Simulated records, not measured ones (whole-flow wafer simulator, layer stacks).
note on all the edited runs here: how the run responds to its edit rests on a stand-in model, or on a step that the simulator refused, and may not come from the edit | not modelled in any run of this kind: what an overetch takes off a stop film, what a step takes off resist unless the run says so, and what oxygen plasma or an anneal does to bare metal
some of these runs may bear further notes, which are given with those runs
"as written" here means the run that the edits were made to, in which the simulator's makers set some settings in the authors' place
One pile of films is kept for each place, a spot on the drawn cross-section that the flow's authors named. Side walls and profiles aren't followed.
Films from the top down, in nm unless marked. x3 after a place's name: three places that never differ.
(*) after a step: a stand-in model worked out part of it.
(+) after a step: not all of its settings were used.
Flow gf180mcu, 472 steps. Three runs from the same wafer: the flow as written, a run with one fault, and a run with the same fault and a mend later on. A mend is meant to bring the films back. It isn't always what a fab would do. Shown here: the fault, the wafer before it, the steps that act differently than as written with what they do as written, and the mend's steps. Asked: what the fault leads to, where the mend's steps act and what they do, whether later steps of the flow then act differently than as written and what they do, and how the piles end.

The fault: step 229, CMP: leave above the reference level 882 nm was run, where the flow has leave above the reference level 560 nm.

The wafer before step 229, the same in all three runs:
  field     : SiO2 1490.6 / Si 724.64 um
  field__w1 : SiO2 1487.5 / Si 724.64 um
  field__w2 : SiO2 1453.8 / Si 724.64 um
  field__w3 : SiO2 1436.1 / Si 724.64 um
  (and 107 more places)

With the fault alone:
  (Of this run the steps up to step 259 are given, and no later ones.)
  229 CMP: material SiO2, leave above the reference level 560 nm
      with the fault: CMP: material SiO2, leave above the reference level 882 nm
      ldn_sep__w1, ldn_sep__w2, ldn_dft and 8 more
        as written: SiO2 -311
        with the fault: nothing
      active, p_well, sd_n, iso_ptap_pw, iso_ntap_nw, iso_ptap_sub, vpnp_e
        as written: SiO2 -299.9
        with the fault: nothing
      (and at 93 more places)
  Later steps of the flow that act differently than as written (4 more steps differ only slightly, by at most 2% or 0.5 nm, whichever is larger, and aren't shown):
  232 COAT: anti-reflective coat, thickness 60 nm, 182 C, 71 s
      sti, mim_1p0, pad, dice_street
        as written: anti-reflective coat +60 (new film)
        with the fault: anti-reflective coat +51.5 (new film)
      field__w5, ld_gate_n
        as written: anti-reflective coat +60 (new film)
        with the fault: anti-reflective coat +45.2 (new film)
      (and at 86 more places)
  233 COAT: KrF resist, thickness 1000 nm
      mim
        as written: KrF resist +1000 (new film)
        with the fault: KrF resist +1025.2 (new film)
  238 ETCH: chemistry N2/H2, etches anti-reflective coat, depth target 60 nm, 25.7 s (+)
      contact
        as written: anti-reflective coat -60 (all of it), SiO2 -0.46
        with the fault: anti-reflective coat -72.1 (all of it), SiO2 -0.15
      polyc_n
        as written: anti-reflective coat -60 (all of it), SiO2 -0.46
        with the fault: anti-reflective coat -38.6 (all of it), SiO2 -1.01
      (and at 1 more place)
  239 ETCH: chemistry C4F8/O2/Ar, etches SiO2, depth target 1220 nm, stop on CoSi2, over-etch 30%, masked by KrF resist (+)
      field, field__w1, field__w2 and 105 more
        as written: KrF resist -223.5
        with the fault: KrF resist -244
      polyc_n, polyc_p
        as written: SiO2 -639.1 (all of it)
        with the fault: SiO2 -960.5 (all of it)
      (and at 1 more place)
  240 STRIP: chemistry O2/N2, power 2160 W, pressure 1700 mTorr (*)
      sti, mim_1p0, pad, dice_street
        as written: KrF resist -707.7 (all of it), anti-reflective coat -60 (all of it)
        with the fault: KrF resist -698 (all of it), anti-reflective coat -51.5 (all of it)
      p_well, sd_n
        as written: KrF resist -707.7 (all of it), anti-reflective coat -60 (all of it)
        with the fault: KrF resist -698 (all of it), anti-reflective coat -48.4 (all of it)
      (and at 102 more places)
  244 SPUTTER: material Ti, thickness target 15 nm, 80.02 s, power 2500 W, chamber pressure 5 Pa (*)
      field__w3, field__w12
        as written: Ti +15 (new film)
        with the fault: Ti +14.2 (new film)
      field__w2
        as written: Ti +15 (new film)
        with the fault: Ti +14.1 (new film)
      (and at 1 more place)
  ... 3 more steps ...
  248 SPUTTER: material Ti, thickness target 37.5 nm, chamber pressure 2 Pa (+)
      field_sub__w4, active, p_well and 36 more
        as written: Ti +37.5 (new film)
        with the fault: Ti +37.5
  After step 259 the piles differ from the flow's by more than 2% or 0.5 nm, whichever is larger, at field, field__w1, field__w2 and 108 more.
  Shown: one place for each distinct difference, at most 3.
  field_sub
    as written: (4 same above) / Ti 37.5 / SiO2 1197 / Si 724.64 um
    with the fault: (4 same above) / Ti 37.5 / W 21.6 / TiN 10 / Ti 15 / SiO2 1465.9 / Si 724.64 um
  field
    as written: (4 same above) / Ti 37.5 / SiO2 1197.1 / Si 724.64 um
    with the fault: (4 same above) / Ti 37.5 / W 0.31 / TiN 10 / Ti 15 / SiO2 1487.1 / Si 724.64 um
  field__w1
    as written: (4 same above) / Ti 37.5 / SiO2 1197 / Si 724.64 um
    with the fault: (4 same above) / Ti 37.5 / W 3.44 / TiN 10 / Ti 15 / SiO2 1484 / Si 724.64 um

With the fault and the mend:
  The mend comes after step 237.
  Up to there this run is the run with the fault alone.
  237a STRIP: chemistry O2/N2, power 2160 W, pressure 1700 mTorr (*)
      sti, mim_1p0, pad, dice_street
        KrF resist -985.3 (all of it), anti-reflective coat -51.5 (all of it)
      p_well, sd_n
        KrF resist -985.3 (all of it), anti-reflective coat -48.4 (all of it)
      ld_fp_p, ld_drift_p
        KrF resist -959.1 (all of it), anti-reflective coat -61.5 (all of it)
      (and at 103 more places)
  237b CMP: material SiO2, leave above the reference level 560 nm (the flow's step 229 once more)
      field__w5, field__w9, n_well and 35 more
        SiO2 -322
      ldn_sep__w1, ldn_sep__w2, ldn_dft and 8 more
        SiO2 -311
      active, p_well, sd_n, iso_ptap_pw, iso_ntap_nw, iso_ptap_sub, vpnp_e
        SiO2 -299.9
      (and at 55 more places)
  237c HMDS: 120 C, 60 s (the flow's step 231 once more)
      changes no film at any place that is followed
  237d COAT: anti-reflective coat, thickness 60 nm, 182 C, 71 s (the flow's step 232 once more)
      field, field__w1, field__w2 and 108 more
        anti-reflective coat +60 (new film)
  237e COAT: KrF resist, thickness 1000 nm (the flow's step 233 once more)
      field, field__w1, field__w2 and 108 more
        KrF resist +1000 (new film)
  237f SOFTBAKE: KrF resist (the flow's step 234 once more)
      changes no film at any place that is followed
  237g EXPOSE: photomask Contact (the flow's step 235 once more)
      changes no film at any place that is followed
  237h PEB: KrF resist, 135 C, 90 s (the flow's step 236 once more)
      field, field__w1, field__w2 and 108 more
        KrF resist -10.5
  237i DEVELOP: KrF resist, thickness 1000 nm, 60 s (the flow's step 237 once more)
      field, field__w1, field__w2 and 105 more
        KrF resist -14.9
      contact, polyc_n, polyc_p
        KrF resist -989.5 (all of it)
  No later step of the flow acts differently than as written at any place that is followed.
  At the end the piles are the same as the flow's at every place that both follow.
